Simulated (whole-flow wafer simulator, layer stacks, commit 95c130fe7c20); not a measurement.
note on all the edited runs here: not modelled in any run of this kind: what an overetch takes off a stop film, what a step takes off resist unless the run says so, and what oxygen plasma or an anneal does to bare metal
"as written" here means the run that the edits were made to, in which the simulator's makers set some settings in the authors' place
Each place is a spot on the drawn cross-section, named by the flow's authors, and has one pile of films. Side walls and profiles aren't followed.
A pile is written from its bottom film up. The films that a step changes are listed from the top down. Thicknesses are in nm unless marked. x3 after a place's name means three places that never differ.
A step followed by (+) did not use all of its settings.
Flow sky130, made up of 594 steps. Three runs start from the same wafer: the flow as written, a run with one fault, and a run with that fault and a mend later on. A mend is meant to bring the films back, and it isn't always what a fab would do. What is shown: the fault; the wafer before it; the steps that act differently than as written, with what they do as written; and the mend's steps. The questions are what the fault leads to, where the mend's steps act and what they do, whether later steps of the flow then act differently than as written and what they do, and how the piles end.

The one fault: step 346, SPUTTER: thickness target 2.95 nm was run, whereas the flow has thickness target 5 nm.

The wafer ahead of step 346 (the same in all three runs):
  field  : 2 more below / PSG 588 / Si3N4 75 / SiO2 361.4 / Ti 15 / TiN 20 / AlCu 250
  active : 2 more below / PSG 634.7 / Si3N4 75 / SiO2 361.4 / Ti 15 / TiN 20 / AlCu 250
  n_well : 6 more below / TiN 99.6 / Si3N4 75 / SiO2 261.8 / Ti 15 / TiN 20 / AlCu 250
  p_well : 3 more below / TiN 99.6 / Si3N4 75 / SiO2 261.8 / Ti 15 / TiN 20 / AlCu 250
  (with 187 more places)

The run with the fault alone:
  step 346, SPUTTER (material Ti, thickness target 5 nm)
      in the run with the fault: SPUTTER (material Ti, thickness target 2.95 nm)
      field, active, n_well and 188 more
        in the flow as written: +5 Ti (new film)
        in the run with the fault: +2.95 Ti (new film)
  Steps later in the flow that act otherwise than as written (14 other steps are not shown; they differ only slightly, by no more than 2% or 0.5 nm, whichever is larger):
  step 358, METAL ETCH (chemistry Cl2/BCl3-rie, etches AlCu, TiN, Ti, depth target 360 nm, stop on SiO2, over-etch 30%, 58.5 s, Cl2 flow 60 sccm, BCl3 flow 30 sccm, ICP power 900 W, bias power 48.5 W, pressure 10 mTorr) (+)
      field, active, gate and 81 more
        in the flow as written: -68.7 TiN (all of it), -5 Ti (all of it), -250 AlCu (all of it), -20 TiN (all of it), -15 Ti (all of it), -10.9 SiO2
        in the run with the fault: -68.7 TiN (all of it), -2.95 Ti (all of it), -250 AlCu (all of it), -20 TiN (all of it), -15 Ti (all of it), -11.1 SiO2
  At n_well, p_well, gate_hv and 104 more, the piles at the end differ from the flow's by more than 2% or 0.5 nm, whichever is larger.
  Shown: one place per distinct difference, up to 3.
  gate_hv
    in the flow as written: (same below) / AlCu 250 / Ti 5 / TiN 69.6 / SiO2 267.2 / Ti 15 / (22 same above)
    in the run with the fault: (same below) / AlCu 250 / Ti 2.95 / TiN 69.6 / SiO2 269.3 / Ti 15 / (22 same above)
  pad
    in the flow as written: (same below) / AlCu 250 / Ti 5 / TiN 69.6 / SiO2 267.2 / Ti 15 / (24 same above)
    in the run with the fault: (same below) / AlCu 250 / Ti 2.95 / TiN 69.6 / SiO2 269.3 / Ti 15 / (24 same above)
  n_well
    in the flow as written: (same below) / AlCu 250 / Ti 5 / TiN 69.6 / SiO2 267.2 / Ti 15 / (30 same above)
    in the run with the fault: (same below) / AlCu 250 / Ti 2.95 / TiN 69.6 / SiO2 269.3 / Ti 15 / (30 same above)

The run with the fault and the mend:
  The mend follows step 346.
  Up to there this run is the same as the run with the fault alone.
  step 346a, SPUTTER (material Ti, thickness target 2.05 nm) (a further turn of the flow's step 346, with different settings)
      field, active, n_well and 188 more
        +2.05 Ti
  Every later step of the flow that is run acts as written at every place that is followed.
  The piles end the same as the flow's at every place that both follow.
